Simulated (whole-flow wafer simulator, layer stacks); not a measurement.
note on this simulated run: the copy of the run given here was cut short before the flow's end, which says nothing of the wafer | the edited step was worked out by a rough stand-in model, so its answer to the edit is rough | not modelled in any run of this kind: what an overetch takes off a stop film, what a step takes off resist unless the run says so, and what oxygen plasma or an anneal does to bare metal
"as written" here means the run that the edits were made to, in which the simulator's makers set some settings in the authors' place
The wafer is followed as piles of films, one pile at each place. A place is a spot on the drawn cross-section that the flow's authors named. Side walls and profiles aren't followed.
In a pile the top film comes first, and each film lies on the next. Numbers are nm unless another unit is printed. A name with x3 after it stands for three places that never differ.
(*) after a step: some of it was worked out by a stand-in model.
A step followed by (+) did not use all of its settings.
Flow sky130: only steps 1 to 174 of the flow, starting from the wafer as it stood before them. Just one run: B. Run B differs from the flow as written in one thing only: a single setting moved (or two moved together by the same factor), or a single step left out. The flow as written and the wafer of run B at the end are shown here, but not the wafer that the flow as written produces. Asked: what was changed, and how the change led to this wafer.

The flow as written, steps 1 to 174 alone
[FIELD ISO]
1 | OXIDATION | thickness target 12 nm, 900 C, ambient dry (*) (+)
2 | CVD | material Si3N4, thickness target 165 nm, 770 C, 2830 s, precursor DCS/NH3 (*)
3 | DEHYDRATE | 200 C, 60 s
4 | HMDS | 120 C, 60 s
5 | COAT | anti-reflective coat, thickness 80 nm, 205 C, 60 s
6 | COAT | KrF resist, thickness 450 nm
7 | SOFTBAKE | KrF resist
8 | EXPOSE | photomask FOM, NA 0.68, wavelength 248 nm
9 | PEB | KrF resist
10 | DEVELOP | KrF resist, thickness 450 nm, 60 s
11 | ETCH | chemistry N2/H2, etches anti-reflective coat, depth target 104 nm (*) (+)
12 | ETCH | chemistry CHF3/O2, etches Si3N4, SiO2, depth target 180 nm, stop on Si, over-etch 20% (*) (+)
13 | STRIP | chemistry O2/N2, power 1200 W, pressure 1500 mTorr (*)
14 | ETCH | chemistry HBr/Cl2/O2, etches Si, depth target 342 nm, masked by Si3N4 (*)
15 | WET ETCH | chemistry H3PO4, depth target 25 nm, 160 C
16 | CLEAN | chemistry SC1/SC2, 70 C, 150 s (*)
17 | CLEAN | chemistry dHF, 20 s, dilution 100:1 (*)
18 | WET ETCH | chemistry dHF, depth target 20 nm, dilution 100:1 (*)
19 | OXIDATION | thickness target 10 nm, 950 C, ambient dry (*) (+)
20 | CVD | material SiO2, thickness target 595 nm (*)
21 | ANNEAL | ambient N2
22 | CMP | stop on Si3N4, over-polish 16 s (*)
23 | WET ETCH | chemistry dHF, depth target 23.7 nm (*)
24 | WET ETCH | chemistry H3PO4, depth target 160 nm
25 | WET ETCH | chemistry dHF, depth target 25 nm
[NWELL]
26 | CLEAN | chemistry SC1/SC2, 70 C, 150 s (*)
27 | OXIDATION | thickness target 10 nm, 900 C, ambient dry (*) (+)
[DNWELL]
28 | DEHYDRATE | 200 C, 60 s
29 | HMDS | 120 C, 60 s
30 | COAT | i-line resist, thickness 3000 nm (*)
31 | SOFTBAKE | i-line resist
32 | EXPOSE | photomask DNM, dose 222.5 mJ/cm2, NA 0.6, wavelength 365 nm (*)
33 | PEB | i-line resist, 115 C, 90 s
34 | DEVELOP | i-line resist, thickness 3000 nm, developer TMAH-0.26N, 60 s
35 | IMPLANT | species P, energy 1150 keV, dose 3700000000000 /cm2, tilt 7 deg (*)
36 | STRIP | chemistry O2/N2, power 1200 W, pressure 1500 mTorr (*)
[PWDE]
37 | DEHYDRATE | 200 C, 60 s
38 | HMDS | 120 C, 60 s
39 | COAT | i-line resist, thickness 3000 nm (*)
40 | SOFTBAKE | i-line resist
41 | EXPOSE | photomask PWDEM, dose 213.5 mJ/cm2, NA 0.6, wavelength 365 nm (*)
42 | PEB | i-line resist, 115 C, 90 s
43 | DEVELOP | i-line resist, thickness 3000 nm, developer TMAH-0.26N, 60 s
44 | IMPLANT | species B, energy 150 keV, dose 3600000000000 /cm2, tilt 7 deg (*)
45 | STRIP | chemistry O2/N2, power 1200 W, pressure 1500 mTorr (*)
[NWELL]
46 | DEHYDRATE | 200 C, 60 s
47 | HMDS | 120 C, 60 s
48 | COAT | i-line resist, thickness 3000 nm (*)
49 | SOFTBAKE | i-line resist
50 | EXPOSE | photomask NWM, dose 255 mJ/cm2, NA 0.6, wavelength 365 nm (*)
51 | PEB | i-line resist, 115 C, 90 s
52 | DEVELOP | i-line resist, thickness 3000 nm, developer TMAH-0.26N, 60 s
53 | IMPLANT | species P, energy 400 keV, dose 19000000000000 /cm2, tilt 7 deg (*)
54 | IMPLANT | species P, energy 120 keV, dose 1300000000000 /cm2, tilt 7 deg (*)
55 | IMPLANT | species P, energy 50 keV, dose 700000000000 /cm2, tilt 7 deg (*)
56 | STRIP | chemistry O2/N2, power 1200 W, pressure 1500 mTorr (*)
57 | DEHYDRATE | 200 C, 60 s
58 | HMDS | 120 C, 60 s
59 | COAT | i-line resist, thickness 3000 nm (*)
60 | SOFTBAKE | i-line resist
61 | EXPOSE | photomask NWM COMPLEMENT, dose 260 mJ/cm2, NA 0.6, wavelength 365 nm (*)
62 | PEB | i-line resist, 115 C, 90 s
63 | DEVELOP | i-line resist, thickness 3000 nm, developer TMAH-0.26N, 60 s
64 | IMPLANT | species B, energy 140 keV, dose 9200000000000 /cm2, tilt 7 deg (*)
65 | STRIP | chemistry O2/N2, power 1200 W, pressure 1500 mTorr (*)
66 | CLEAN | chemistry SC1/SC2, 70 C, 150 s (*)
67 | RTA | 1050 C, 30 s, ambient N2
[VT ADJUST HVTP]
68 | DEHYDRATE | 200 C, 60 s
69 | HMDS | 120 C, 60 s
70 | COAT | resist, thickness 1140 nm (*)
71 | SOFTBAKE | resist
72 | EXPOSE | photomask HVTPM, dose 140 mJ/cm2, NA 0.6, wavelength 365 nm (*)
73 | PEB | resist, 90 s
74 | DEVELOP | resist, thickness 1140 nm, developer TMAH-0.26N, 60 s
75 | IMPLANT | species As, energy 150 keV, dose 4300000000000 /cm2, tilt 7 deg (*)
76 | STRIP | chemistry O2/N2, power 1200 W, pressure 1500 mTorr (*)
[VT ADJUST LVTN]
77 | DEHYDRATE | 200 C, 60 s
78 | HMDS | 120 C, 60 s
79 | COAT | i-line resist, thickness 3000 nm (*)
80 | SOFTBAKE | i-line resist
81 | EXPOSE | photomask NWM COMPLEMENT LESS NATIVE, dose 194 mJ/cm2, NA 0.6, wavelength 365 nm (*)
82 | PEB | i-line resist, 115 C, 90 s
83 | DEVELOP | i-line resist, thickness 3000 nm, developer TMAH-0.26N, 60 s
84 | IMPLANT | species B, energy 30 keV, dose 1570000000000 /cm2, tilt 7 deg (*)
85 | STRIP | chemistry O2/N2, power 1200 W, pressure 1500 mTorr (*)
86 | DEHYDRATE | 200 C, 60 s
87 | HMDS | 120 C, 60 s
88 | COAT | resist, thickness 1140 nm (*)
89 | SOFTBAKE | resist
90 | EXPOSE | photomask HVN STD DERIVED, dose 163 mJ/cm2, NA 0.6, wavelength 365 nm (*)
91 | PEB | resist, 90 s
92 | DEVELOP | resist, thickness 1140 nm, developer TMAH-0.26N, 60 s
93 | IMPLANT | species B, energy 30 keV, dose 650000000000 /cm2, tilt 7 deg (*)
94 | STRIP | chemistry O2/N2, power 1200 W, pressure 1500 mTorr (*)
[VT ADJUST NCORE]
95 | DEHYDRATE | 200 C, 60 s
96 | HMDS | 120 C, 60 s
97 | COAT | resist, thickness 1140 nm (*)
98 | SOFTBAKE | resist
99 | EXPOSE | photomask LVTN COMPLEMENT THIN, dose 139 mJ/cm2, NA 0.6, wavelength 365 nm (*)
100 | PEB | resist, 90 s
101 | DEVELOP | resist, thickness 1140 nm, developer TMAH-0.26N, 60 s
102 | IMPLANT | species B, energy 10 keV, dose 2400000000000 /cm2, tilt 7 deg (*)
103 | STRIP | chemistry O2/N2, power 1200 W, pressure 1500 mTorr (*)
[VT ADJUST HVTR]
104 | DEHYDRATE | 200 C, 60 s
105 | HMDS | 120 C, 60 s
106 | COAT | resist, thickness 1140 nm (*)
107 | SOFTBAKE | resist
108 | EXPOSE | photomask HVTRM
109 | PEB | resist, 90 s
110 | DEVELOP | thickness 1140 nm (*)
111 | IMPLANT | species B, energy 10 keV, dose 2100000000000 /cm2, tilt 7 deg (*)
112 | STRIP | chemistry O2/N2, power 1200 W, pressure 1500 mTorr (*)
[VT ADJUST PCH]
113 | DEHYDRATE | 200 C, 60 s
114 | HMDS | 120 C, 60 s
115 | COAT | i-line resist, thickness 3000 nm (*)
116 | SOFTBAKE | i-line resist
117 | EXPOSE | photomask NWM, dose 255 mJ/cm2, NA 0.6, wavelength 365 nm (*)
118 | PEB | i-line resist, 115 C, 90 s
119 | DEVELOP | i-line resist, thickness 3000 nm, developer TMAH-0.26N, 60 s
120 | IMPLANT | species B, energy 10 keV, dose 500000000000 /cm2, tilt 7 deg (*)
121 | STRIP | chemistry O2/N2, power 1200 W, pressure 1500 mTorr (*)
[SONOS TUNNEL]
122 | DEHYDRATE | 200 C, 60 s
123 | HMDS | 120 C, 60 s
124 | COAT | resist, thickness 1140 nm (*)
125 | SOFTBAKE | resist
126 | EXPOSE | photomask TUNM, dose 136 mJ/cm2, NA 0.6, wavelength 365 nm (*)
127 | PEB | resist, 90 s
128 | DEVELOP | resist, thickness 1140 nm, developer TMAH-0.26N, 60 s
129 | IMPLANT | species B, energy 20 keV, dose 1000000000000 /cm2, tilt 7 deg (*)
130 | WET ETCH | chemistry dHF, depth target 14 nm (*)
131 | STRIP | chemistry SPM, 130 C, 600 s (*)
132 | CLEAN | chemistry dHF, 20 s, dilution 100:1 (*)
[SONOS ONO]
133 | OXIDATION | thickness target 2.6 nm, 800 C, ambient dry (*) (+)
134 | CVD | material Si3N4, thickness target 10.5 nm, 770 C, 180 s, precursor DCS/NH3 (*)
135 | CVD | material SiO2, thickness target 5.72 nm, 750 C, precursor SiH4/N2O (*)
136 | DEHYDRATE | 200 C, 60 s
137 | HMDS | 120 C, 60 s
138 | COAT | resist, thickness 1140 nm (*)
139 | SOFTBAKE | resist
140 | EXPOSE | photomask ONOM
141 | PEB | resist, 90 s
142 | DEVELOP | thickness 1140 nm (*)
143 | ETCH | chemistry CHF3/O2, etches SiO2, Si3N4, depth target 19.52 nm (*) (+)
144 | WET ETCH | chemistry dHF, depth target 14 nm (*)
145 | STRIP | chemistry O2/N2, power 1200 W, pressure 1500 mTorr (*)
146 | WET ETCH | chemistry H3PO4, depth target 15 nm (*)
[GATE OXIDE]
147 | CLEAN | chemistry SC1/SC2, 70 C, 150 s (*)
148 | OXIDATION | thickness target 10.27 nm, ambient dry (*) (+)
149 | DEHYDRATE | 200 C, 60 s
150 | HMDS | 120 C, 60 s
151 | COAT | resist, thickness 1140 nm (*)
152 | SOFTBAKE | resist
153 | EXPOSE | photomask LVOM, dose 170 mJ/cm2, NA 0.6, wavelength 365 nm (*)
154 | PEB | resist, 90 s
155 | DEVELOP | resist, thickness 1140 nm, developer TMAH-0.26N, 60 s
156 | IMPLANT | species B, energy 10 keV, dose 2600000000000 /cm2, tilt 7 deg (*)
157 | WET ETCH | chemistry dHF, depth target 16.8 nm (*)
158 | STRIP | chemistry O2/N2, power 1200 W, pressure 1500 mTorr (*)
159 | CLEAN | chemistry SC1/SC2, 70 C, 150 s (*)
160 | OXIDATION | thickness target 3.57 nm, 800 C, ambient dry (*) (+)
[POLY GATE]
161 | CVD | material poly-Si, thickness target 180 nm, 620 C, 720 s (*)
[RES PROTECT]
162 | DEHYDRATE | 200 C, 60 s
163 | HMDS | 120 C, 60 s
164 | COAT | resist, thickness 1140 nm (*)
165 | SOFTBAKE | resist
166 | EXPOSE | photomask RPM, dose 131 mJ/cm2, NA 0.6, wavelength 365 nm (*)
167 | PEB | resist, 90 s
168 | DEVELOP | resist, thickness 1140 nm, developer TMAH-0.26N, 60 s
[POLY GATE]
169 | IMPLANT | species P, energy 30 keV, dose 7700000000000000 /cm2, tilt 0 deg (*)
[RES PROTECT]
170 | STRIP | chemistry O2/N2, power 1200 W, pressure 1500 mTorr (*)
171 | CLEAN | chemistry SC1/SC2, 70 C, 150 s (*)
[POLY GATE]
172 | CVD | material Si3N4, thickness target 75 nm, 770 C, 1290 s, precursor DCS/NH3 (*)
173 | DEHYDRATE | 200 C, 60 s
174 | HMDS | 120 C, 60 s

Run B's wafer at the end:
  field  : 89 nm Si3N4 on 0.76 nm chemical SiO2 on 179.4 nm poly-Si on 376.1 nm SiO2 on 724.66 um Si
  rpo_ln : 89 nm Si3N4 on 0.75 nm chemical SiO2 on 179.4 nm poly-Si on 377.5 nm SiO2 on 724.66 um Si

What caused this: step 172, CVD: 782 C was run, while the flow as written has 770 C.

Step by step, how the change led to this:
  172 | CVD | material Si3N4, thickness target 75 nm, 770 C, 1290 s, precursor DCS/NH3 (*)
      field, active, n_well and 187 more: +89 Si3N4 (new film) (as written it would have been: +75 Si3N4 (new film))
